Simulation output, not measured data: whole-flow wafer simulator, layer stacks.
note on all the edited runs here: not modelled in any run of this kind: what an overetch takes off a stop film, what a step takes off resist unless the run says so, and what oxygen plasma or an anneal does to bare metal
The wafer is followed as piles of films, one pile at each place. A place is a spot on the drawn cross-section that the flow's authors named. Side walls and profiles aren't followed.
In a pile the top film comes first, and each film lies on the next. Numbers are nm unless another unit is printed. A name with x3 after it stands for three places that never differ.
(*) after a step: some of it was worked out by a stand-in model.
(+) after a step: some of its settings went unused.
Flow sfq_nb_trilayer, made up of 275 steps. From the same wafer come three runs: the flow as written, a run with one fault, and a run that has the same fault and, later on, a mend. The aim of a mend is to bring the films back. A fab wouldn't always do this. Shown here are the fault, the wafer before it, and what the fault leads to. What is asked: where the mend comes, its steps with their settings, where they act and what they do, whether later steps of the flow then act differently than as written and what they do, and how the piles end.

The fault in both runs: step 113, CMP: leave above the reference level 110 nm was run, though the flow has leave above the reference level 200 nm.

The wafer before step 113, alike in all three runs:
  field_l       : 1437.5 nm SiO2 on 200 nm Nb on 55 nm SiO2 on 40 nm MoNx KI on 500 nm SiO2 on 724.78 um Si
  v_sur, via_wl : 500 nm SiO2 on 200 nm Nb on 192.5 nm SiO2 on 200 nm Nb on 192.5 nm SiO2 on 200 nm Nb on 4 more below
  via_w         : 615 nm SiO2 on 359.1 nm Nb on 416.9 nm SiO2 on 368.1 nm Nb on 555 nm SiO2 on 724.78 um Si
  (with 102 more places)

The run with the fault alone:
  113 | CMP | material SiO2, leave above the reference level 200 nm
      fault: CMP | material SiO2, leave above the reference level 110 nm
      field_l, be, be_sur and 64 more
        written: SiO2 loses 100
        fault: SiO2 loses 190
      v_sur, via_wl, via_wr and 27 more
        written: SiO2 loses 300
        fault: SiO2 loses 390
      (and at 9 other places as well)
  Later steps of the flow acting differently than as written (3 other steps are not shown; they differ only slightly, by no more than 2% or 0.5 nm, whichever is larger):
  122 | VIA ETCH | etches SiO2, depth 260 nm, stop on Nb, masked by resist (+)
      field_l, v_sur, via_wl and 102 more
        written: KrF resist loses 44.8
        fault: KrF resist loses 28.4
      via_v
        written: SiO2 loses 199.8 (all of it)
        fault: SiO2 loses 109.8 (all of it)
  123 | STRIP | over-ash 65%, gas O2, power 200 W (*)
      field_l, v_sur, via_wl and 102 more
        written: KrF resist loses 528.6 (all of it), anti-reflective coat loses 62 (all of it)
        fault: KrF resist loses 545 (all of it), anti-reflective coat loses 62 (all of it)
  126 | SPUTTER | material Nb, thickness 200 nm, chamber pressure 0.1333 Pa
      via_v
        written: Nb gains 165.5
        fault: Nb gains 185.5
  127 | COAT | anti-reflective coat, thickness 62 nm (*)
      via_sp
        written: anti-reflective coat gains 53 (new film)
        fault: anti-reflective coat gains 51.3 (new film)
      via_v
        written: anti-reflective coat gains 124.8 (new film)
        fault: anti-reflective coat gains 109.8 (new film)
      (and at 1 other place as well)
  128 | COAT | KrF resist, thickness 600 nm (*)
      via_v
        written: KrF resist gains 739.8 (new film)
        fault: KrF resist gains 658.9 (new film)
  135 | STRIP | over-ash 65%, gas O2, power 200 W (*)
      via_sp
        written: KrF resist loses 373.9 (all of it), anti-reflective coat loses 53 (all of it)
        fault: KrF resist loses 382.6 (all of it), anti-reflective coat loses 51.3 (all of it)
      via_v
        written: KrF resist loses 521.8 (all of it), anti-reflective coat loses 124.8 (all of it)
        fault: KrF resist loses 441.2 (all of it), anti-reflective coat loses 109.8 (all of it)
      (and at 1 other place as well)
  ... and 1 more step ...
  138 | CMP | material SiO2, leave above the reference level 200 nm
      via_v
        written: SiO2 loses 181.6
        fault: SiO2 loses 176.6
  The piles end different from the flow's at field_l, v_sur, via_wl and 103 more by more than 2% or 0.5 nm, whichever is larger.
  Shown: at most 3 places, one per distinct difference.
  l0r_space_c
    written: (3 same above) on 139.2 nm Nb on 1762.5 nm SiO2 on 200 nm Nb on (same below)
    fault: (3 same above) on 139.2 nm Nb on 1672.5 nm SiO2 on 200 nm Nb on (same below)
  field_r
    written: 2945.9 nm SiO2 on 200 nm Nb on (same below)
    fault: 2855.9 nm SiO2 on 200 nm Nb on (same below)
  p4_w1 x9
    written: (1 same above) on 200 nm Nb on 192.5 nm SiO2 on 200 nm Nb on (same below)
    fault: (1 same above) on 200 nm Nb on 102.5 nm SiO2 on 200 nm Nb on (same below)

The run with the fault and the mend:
  The mend stands after step 120.
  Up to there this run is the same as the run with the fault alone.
  120a | STRIP | over-ash 65%, gas O2, power 200 W (*)
      field_l, v_sur, via_wl and 102 more
        KrF resist loses 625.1 (all of it), anti-reflective coat loses 62 (all of it)
      via_v
        anti-reflective coat loses 62 (all of it)
  120b | PECVD | material SiO2, thickness 90 nm, 150 C, 20 s, RF power 183.3 W, pressure 2.4 Torr, precursor SiH4/N2O (a further turn of the flow's step 112, with different settings)
      field_l, v_sur, via_wl and 103 more
        SiO2 gains 90
  120c | COAT | anti-reflective coat, thickness 62 nm (a further turn of the flow's step 115)
      field_l, v_sur, via_wl and 103 more
        anti-reflective coat gains 62 (new film)
  120d | COAT | KrF resist, thickness 650 nm (a further turn of the flow's step 116)
      field_l, v_sur, via_wl and 103 more
        KrF resist gains 650 (new film)
  120e | SOFTBAKE | KrF resist (a further turn of the flow's step 117)
      leaves every film unchanged at each place that is followed
  120f | EXPOSE | photomask I3, dose 11.91 mJ/cm2, NA 0.6, wavelength 248 nm (*) (a further turn of the flow's step 118)
      leaves every film unchanged at each place that is followed
  120g | PEB | KrF resist, 90 s (a further turn of the flow's step 119)
      field_l, v_sur, via_wl and 103 more
        KrF resist loses 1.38
  120h | DEVELOP | KrF resist, thickness 650 nm, 60 s (a further turn of the flow's step 120)
      field_l, v_sur, via_wl and 102 more
        KrF resist loses 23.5
      via_v
        KrF resist loses 648.6 (all of it)
  None of the later steps of the flow differs from how it acts as written, at any place that is followed, by more than 2% or 0.5 nm, whichever is larger.
  The piles end the same as the flow's at every place that both follow.
